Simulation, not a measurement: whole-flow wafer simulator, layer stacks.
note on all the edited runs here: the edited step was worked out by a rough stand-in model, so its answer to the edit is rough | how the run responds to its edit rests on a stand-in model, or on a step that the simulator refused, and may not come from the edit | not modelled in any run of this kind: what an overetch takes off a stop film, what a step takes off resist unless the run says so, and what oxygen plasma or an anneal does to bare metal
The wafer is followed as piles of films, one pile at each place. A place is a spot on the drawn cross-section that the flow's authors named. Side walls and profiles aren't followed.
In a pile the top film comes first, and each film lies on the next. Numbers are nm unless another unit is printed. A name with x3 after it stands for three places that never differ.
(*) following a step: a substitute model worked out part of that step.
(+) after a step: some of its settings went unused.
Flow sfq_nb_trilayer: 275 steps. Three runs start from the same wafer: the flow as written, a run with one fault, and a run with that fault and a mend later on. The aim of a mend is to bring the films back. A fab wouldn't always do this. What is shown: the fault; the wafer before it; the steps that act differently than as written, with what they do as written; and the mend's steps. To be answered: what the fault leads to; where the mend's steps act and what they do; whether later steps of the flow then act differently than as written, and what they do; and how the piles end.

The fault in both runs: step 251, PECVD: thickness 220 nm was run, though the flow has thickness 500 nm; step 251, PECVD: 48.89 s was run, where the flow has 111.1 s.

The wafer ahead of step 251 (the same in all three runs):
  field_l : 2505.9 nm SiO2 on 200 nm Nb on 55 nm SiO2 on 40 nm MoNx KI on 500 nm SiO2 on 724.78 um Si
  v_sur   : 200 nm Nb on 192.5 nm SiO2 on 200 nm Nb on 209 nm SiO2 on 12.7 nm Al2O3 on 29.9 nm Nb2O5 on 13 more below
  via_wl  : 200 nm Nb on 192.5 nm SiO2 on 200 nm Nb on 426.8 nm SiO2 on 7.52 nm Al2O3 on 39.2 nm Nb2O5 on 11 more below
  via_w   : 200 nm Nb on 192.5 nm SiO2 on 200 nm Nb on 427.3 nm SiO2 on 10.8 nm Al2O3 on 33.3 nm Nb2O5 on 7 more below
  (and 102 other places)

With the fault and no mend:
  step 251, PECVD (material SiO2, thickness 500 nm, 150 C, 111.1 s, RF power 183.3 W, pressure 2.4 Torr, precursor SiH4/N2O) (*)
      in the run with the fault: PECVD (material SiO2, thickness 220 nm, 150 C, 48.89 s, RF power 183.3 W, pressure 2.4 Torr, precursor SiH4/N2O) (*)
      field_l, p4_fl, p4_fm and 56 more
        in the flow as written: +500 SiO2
        in the run with the fault: +220 SiO2
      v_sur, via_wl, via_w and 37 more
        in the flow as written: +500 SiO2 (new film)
        in the run with the fault: +220 SiO2 (new film)
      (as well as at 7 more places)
  Later steps of the flow acting differently than as written (not shown: 3 more steps that differ only slightly, by at most 2% or 0.5 nm, whichever is larger):
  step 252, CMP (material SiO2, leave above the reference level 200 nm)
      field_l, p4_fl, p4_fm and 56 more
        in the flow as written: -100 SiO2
        in the run with the fault: nothing
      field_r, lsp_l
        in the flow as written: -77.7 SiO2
        in the run with the fault: nothing
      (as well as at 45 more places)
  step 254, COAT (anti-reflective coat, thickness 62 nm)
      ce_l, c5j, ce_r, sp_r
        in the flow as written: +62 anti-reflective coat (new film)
        in the run with the fault: +53.8 anti-reflective coat (new film)
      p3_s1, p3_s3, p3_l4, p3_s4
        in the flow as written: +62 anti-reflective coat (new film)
        in the run with the fault: +64 anti-reflective coat (new film)
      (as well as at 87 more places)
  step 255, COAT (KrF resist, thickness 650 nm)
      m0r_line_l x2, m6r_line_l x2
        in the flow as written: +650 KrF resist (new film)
        in the run with the fault: +684.6 KrF resist (new film)
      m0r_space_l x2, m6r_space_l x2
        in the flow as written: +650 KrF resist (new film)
        in the run with the fault: +673.9 KrF resist (new film)
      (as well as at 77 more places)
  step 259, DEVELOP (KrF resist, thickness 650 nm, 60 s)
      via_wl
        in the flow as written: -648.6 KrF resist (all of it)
        in the run with the fault: -586.4 KrF resist (all of it)
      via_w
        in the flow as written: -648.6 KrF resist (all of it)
        in the run with the fault: -596.3 KrF resist (all of it)
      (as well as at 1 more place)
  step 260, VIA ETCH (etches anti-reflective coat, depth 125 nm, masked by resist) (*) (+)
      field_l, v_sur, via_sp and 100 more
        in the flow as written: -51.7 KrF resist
        in the run with the fault: -42.6 KrF resist
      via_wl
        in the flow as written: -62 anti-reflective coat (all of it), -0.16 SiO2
        in the run with the fault: -50.8 anti-reflective coat (all of it), -0.13 SiO2
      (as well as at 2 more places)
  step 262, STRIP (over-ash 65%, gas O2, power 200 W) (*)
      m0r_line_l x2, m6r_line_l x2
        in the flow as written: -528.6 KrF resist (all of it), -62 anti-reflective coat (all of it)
        in the run with the fault: -572.1 KrF resist (all of it), -61.8 anti-reflective coat (all of it)
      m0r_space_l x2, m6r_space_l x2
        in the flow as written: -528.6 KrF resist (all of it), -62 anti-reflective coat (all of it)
        in the run with the fault: -561.5 KrF resist (all of it), -81.3 anti-reflective coat (all of it)
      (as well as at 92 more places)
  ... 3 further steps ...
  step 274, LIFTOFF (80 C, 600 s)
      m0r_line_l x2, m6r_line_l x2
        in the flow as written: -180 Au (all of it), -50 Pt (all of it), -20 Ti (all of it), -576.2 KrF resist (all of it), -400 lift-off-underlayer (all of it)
        in the run with the fault: -180 Au (all of it), -50 Pt (all of it), -20 Ti (all of it), -593.9 KrF resist (all of it), -437.7 lift-off-underlayer (all of it)
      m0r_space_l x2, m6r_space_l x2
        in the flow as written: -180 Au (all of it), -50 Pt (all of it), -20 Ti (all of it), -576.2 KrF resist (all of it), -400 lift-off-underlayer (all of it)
        in the run with the fault: -180 Au (all of it), -50 Pt (all of it), -20 Ti (all of it), -580.4 KrF resist (all of it), -454.3 lift-off-underlayer (all of it)
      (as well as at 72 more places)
  The piles end different from the flow's at field_l, via_v, field_r and 63 more by more than 2% or 0.5 nm, whichever is larger.
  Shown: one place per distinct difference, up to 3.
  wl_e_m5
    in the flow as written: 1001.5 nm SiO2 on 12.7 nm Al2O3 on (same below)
    in the run with the fault: 821.5 nm SiO2 on 12.7 nm Al2O3 on (same below)
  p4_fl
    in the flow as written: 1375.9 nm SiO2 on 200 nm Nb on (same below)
    in the run with the fault: 1195.9 nm SiO2 on 200 nm Nb on (same below)
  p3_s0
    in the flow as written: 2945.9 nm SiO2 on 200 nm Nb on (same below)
    in the run with the fault: 2765.9 nm SiO2 on 200 nm Nb on (same below)

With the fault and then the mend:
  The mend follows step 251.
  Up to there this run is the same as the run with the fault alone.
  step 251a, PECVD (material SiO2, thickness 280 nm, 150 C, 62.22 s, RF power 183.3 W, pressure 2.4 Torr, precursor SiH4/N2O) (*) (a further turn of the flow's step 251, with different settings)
      field_l, v_sur, via_wl and 98 more
        +280 SiO2
      field_r, lsp_l
        +268.5 SiO2
      l0_sur, l0v
        +273.6 SiO2
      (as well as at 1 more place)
  Later steps of the flow acting differently than as written:
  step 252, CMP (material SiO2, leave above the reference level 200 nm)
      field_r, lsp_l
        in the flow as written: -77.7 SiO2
        in the run with the mend: -80.1 SiO2
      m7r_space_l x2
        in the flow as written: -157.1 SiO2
        in the run with the mend: -100 SiO2
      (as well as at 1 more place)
  The piles end the same as the flow's at every place that both follow.
